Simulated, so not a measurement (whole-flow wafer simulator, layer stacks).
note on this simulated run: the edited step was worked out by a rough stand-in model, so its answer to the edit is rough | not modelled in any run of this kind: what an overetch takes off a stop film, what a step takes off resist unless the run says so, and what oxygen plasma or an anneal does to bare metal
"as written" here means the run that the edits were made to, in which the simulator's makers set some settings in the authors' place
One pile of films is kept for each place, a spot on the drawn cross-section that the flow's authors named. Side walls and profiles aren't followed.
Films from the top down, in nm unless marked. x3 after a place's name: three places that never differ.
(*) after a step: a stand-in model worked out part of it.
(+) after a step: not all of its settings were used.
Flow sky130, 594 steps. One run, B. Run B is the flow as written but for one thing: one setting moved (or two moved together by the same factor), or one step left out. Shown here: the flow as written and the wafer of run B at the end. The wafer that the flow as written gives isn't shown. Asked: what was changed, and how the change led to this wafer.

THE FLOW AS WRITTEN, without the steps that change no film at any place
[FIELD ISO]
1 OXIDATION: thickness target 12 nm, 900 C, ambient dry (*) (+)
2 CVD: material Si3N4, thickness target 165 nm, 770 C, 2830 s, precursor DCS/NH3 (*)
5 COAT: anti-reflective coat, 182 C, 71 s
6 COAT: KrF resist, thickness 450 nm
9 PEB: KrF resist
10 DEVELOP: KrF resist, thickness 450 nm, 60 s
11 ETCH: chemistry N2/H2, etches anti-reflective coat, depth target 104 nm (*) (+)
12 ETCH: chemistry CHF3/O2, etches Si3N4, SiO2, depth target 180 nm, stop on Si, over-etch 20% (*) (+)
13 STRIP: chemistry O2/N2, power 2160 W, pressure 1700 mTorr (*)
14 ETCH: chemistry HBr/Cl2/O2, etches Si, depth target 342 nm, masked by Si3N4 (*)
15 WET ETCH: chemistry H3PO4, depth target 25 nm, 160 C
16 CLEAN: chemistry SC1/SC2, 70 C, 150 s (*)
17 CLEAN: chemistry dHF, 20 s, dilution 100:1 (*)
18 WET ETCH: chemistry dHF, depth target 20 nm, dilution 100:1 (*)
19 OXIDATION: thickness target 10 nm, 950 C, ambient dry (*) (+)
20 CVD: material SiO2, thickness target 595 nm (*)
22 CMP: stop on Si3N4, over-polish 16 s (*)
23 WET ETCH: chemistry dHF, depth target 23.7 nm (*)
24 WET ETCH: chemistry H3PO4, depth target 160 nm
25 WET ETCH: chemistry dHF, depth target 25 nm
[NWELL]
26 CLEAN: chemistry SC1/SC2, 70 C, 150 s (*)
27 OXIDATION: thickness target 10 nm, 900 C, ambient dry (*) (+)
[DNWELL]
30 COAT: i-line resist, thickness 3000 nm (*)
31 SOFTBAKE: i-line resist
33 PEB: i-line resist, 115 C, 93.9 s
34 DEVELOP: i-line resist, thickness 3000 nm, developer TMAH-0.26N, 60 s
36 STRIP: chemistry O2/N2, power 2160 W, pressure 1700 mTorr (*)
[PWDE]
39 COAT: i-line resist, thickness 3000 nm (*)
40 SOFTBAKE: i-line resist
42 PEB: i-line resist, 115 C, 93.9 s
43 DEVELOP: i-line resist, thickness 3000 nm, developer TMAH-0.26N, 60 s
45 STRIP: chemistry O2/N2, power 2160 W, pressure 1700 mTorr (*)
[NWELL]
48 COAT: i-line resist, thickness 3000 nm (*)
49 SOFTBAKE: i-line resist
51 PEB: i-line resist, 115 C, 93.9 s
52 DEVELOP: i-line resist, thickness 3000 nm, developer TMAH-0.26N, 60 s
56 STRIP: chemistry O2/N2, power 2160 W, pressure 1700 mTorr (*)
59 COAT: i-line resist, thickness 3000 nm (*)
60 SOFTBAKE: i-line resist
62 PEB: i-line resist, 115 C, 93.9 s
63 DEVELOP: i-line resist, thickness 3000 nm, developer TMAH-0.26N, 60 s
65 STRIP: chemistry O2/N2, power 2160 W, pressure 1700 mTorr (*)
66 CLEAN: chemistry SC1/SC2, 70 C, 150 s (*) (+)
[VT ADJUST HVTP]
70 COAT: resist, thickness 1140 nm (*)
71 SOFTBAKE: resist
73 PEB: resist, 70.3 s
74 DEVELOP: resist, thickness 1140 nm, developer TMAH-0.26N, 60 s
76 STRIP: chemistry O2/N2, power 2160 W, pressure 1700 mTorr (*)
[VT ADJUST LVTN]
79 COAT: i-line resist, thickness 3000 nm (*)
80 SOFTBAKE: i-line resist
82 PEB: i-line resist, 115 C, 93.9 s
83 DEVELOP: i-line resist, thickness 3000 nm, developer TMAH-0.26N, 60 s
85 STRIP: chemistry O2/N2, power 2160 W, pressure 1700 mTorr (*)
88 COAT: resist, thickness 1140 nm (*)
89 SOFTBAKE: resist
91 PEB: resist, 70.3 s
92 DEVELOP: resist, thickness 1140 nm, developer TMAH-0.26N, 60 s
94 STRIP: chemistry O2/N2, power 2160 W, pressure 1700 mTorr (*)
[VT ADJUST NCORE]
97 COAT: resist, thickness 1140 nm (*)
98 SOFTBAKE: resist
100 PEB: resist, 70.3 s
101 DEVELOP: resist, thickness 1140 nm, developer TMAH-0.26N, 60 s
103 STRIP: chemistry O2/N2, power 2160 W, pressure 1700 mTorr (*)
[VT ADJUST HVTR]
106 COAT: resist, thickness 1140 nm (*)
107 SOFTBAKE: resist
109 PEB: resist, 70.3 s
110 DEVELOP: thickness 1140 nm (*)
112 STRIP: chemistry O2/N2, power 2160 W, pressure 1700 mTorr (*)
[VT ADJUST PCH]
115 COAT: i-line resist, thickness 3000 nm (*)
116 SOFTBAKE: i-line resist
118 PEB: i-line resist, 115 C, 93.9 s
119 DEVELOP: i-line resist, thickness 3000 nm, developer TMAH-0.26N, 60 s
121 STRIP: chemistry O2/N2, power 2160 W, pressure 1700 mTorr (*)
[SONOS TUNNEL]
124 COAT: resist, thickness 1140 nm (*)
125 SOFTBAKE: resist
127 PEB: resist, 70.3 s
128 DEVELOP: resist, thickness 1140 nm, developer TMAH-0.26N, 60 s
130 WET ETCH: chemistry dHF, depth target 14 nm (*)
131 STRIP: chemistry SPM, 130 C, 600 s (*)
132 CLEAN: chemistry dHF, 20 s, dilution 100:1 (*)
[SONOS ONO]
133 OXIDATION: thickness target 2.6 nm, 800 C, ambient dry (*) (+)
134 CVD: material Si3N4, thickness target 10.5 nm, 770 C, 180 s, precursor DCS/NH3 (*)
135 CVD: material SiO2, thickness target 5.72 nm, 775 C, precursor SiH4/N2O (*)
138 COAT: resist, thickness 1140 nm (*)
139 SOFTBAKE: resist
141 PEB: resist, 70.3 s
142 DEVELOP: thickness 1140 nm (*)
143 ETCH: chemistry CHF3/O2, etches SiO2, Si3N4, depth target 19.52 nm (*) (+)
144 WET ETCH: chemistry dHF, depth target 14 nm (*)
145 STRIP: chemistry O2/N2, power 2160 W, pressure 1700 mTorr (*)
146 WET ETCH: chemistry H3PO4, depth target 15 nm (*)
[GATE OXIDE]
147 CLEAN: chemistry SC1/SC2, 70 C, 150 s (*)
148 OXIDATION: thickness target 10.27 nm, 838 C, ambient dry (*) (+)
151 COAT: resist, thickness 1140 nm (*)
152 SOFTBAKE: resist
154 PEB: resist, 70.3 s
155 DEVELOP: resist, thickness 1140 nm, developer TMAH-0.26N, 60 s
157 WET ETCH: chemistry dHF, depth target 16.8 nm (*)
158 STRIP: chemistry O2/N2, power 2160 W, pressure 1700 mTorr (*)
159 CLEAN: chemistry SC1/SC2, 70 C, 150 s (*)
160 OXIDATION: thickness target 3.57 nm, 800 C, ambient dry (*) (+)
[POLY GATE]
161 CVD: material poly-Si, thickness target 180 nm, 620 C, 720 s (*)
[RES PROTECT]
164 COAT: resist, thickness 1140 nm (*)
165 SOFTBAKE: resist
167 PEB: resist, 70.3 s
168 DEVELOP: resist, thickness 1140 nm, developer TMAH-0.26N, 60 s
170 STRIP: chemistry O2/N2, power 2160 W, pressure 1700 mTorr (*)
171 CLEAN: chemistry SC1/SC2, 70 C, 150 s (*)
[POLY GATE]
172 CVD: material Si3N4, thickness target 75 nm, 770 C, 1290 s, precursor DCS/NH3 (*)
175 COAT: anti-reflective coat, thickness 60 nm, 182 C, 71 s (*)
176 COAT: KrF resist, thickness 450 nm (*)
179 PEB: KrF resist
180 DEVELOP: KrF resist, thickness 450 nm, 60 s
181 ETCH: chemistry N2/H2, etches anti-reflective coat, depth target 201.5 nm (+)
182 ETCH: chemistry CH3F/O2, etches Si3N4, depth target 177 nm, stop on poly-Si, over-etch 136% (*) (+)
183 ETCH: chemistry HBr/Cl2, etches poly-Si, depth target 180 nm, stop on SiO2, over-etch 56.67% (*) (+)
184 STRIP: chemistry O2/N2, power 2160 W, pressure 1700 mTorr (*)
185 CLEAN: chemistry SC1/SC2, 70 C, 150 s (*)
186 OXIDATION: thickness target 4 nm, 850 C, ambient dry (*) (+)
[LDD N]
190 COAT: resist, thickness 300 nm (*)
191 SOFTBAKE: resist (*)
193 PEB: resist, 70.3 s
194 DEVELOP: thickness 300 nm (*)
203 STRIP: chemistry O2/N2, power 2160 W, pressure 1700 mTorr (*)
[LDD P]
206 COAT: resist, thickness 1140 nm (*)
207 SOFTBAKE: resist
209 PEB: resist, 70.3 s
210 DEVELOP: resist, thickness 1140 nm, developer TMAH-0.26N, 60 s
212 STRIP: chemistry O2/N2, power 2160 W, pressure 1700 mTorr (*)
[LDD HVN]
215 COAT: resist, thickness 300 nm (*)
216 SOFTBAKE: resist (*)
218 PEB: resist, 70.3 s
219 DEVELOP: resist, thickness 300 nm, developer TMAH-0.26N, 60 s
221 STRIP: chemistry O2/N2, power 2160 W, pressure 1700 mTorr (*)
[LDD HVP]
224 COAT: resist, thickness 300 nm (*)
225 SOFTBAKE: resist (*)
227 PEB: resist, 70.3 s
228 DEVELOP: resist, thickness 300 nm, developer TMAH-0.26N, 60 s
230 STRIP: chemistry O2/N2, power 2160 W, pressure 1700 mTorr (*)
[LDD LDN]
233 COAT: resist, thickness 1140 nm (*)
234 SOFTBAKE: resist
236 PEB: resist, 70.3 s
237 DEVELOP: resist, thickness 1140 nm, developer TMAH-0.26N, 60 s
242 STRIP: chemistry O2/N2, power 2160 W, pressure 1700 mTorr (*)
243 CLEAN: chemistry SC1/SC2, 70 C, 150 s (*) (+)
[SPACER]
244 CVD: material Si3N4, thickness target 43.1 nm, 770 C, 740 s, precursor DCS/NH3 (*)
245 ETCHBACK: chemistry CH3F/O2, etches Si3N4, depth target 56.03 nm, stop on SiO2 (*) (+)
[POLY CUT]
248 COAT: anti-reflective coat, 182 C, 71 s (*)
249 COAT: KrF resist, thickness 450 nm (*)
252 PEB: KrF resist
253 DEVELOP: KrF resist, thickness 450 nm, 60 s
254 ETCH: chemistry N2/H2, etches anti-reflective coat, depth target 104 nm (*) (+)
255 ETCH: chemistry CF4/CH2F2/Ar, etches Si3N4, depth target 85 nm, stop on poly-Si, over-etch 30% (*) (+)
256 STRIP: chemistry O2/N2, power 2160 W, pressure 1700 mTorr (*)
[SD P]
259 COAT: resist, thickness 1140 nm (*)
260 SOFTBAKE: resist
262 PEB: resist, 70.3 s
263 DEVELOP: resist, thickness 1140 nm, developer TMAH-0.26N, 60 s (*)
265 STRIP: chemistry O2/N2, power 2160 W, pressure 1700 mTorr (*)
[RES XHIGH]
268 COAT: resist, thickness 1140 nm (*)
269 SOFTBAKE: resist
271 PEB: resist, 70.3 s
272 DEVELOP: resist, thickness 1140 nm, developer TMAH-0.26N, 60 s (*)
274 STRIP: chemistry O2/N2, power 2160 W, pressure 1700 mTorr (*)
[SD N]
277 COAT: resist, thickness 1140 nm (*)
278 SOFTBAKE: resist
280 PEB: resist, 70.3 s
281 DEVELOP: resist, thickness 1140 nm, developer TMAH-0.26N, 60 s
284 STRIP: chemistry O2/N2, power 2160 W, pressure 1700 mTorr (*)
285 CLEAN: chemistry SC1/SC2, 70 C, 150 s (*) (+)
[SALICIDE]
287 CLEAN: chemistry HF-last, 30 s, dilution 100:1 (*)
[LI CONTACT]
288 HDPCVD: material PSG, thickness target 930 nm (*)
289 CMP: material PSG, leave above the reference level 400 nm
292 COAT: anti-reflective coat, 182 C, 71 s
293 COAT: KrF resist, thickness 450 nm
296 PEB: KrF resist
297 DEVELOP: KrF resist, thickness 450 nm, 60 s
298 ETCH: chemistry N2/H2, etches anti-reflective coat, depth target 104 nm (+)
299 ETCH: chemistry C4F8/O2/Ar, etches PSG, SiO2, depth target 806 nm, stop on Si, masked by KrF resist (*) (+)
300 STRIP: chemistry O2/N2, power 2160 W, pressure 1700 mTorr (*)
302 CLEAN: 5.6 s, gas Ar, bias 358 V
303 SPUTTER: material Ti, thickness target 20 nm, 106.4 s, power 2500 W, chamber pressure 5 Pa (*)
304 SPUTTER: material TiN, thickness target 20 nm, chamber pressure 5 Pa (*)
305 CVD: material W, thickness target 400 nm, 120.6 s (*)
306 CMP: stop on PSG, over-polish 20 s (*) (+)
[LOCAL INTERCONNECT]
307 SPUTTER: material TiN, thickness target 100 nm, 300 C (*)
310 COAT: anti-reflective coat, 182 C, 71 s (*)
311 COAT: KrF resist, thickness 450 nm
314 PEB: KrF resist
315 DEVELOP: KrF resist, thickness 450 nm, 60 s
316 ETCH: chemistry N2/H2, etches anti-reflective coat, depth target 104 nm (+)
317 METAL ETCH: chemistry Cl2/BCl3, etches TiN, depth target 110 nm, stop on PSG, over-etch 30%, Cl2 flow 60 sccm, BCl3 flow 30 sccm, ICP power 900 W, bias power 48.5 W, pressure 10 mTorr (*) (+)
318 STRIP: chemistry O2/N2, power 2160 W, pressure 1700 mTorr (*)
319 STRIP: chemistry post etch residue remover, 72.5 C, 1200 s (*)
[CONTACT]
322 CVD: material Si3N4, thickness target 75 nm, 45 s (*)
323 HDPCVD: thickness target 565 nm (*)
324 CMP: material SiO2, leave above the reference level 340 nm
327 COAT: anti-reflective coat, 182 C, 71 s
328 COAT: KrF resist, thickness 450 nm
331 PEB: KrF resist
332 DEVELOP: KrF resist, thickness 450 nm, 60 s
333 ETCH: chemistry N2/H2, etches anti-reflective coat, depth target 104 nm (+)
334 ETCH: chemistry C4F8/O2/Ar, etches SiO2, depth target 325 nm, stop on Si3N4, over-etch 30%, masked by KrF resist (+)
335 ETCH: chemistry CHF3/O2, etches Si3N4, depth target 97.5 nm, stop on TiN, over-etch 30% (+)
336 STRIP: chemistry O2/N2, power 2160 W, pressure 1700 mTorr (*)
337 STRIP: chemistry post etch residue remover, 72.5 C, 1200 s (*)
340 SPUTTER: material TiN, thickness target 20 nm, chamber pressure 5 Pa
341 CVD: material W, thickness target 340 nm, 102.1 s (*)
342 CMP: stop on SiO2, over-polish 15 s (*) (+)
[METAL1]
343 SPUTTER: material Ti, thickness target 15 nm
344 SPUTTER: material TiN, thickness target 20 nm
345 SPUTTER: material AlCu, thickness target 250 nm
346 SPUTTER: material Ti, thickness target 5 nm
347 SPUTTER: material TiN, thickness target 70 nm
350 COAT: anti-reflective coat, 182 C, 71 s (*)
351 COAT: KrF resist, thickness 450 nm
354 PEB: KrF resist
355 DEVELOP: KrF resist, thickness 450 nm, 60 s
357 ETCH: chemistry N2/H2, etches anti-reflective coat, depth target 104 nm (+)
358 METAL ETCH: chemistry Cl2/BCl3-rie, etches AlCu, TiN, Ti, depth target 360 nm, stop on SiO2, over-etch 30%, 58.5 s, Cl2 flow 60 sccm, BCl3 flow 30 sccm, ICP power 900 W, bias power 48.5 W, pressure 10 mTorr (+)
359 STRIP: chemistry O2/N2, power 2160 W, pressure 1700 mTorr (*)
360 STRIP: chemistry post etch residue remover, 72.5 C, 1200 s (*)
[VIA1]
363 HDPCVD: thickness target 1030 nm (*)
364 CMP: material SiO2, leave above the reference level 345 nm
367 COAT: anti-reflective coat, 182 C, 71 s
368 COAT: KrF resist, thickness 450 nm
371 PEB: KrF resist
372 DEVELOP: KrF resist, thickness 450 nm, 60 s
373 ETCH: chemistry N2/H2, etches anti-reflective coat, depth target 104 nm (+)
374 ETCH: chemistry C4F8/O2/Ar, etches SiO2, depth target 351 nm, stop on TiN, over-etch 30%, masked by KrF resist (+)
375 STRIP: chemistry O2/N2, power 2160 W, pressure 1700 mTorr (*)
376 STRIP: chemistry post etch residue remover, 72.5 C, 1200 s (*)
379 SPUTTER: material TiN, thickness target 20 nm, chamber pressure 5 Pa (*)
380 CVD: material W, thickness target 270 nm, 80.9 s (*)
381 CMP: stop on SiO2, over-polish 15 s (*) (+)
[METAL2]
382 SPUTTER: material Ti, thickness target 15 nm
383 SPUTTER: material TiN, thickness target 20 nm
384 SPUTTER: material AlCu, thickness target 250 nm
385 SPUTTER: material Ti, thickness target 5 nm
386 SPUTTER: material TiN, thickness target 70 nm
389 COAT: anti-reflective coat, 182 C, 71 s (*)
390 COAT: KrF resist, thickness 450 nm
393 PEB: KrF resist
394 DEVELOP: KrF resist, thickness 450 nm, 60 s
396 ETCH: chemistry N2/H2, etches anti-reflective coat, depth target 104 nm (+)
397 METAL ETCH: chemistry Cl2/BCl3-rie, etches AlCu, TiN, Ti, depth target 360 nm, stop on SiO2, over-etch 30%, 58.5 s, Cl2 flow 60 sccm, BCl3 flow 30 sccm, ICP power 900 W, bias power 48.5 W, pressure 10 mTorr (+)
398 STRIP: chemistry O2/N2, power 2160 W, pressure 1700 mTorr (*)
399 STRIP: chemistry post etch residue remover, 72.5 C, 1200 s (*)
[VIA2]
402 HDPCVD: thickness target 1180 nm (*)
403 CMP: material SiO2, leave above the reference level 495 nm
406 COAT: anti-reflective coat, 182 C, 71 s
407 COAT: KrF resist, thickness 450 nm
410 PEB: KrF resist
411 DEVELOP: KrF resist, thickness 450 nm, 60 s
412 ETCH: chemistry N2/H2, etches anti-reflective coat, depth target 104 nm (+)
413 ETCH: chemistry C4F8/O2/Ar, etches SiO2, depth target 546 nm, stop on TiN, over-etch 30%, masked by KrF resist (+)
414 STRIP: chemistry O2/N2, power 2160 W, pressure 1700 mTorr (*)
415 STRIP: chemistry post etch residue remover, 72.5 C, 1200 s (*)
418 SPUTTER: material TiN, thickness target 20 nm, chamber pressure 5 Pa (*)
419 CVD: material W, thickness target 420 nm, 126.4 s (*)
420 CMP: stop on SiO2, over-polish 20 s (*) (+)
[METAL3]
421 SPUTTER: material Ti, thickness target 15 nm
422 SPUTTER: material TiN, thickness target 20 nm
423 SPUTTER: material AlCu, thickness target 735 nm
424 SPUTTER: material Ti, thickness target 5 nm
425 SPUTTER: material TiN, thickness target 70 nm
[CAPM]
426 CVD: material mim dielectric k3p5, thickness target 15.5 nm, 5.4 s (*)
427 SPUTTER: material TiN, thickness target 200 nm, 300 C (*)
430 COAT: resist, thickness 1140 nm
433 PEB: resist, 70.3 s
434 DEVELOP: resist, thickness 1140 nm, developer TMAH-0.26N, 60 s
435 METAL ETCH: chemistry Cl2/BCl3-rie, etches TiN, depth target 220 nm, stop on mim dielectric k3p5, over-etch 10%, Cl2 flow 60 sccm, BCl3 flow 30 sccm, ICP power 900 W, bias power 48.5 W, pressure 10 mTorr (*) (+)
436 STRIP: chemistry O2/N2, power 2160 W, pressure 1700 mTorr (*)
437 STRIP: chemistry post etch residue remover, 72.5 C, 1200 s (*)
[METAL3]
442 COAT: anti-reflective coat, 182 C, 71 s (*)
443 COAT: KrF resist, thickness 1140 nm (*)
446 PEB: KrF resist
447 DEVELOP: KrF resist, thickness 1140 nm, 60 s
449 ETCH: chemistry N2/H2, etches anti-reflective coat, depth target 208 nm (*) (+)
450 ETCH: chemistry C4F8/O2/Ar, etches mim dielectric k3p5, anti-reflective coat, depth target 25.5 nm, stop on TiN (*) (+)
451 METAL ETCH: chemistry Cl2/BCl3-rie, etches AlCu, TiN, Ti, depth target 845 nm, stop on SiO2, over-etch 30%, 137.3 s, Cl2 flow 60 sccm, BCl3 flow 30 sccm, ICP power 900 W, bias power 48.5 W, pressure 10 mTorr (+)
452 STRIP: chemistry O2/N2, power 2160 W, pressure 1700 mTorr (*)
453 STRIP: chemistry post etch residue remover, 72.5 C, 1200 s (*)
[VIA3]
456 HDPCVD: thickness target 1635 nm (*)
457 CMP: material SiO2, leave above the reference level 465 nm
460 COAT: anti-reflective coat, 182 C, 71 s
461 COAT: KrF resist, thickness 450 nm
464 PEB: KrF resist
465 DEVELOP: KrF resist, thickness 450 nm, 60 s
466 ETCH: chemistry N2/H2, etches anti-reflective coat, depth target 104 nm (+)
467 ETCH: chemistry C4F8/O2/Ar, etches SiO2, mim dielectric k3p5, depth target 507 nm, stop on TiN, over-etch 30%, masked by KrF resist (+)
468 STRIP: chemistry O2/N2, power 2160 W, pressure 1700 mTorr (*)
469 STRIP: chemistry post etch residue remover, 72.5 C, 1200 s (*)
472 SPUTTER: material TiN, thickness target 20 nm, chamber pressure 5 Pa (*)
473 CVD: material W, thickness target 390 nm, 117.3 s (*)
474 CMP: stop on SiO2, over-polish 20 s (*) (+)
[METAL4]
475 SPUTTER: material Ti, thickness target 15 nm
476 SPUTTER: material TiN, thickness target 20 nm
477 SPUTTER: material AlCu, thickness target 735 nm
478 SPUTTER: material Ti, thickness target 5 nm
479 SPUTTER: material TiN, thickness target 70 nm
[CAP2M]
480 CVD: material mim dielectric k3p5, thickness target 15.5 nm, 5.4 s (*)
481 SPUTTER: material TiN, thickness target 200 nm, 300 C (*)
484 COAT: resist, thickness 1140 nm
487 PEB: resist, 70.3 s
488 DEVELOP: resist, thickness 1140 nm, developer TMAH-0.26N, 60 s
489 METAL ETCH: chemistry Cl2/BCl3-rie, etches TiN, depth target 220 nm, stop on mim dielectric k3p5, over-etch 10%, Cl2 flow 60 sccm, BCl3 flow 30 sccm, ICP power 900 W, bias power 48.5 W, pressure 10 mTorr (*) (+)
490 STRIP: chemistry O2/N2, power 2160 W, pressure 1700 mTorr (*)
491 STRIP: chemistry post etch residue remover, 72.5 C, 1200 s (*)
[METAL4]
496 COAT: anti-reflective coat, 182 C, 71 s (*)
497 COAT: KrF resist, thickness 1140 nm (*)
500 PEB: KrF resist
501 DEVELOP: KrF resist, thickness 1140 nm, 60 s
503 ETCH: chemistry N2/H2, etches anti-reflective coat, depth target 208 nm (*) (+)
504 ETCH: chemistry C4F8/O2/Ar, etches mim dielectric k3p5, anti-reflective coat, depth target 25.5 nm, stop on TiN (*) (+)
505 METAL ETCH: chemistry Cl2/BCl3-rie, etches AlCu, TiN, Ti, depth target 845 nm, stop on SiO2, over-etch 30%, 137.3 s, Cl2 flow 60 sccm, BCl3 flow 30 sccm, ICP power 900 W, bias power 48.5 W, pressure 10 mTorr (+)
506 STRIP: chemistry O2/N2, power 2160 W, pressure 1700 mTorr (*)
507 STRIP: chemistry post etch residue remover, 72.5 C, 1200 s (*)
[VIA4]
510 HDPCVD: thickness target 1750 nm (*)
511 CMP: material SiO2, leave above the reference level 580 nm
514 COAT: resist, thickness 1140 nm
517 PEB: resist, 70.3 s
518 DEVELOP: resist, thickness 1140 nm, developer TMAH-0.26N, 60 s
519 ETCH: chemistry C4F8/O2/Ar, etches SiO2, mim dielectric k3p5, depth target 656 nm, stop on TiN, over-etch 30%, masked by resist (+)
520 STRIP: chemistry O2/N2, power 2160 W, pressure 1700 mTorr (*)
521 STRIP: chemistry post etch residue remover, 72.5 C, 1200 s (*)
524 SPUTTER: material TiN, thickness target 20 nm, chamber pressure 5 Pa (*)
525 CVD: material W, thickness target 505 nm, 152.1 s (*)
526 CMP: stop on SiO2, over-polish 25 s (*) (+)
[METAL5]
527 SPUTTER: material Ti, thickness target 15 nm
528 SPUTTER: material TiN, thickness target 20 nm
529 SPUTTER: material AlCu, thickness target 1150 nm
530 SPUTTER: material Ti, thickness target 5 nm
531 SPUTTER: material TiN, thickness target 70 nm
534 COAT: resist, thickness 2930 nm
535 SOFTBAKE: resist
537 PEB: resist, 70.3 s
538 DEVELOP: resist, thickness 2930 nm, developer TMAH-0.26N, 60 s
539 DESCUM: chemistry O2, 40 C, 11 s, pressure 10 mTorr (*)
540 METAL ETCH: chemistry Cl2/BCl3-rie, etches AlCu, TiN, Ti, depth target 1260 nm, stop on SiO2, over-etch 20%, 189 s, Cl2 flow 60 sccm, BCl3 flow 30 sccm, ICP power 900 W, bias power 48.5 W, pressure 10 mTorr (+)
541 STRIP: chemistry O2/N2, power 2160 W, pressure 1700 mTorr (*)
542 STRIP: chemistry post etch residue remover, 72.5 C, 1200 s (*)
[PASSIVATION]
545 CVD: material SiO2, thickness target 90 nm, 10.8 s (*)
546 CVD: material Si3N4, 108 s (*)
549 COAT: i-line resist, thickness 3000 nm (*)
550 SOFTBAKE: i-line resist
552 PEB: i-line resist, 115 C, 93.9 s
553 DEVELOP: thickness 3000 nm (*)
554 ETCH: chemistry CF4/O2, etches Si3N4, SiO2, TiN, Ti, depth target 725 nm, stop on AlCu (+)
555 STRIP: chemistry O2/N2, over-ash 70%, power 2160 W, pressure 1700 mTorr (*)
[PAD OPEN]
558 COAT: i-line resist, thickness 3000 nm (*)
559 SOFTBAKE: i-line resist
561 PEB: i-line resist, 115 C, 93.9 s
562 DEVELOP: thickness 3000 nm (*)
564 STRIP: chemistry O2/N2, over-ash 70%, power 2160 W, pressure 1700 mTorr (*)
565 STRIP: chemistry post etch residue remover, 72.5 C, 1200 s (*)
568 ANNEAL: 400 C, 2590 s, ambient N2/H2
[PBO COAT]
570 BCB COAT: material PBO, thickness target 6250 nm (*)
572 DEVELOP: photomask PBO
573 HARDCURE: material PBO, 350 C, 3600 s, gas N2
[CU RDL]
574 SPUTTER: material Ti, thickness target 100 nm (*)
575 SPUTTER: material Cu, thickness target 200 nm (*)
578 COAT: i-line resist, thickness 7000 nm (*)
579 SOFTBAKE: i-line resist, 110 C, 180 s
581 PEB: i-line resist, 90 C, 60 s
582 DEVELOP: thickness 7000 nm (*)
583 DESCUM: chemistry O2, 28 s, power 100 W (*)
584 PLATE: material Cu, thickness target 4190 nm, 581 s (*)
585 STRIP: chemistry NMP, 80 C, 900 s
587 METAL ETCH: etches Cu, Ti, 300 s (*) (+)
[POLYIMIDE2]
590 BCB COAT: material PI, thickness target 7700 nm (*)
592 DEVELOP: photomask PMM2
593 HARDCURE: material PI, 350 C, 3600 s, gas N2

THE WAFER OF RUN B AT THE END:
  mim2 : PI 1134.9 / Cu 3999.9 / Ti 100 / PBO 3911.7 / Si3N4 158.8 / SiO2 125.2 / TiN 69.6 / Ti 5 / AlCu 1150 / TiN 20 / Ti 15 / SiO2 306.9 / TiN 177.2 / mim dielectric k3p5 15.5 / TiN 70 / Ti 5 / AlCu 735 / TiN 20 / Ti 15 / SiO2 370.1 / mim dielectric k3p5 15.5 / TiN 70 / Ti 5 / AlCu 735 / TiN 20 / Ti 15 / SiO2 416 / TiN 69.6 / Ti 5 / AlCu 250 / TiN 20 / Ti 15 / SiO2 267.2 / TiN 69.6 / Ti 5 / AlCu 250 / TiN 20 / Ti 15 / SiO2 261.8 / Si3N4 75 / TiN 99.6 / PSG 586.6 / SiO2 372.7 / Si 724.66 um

The cause: step 481, SPUTTER: thickness target 178 nm was run, where the flow has thickness target 200 nm.

How the change led to this, step by step:
  481 SPUTTER: material TiN, thickness target 200 nm, 300 C (*)
      field, active, n_well and 189 more: TiN +178 (new film) (as written it would be: TiN +200 (new film))
  489 METAL ETCH: chemistry Cl2/BCl3-rie, etches TiN, depth target 220 nm, stop on mim dielectric k3p5, over-etch 10%, Cl2 flow 60 sccm, BCl3 flow 30 sccm, ICP power 900 W, bias power 48.5 W, pressure 10 mTorr (*) (+)
      field, active, n_well and 188 more: TiN -178 (all of it) (as written it would be: TiN -200 (all of it))
      mim2: resist -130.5 (as written it would be: resist -146.7)
  496 COAT: anti-reflective coat, 182 C, 71 s (*)
      iso_guard__w2: anti-reflective coat +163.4 (new film) (as written it would be: anti-reflective coat +177.8 (new film))
      mim2: anti-reflective coat +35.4 (new film) (as written it would be: anti-reflective coat +40.3 (new film))
  497 COAT: KrF resist, thickness 1140 nm (*)
      mim2: KrF resist +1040 (new film) (as written it would be: KrF resist +1018.9 (new film))
  506 STRIP: chemistry O2/N2, power 2160 W, pressure 1700 mTorr (*)
      iso_guard__w2: KrF resist -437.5 (all of it), anti-reflective coat -163.4 (all of it) (as written it would be: KrF resist -427.9 (all of it), anti-reflective coat -177.8 (all of it))
      mim2: KrF resist -393.1 (all of it), anti-reflective coat -35.4 (all of it) (as written it would be: KrF resist -372.1 (all of it), anti-reflective coat -40.3 (all of it))
